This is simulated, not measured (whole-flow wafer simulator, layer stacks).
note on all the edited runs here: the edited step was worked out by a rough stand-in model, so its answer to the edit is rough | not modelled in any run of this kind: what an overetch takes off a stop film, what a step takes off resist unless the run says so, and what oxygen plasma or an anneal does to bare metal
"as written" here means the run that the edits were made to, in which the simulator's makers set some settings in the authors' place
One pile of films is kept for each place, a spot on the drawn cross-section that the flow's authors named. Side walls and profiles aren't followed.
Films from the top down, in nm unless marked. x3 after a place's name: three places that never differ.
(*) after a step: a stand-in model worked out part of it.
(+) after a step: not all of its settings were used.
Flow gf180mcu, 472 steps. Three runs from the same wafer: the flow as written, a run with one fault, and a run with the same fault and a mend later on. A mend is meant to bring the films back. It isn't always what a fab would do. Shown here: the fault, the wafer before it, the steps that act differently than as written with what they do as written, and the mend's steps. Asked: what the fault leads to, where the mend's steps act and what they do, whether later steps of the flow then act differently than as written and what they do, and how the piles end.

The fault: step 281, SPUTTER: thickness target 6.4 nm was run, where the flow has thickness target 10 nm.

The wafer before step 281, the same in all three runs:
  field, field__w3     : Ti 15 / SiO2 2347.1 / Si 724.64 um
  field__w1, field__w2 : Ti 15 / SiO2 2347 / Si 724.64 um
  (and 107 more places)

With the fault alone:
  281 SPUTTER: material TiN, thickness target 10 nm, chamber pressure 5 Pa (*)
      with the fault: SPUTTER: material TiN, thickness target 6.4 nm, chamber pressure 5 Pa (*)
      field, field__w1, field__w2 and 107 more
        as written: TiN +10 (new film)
        with the fault: TiN +6.4 (new film)
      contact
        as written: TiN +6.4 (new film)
        with the fault: TiN +4.1 (new film)
  Later steps of the flow that act differently than as written (1 more step differs only slightly, by at most 2% or 0.5 nm, whichever is larger, and isn't shown):
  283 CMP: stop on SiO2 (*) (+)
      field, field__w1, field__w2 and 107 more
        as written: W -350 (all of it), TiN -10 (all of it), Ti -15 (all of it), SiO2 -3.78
        with the fault: W -350 (all of it), TiN -6.4 (all of it), Ti -15 (all of it), SiO2 -3.75
  At the end the piles differ from the flow's by more than 2% or 0.5 nm, whichever is larger, at contact.
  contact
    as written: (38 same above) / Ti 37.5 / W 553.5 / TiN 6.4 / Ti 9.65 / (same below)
    with the fault: (38 same above) / Ti 37.5 / W 555.8 / TiN 4.1 / Ti 9.65 / (same below)

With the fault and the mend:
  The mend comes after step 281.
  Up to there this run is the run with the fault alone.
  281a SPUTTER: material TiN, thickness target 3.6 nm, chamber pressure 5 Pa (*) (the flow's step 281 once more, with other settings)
      field, field__w1, field__w2 and 107 more
        TiN +3.6
      contact
        TiN +2.3
  No later step of the flow acts differently than as written at any place that is followed.
  At the end the piles are the same as the flow's at every place that both follow.
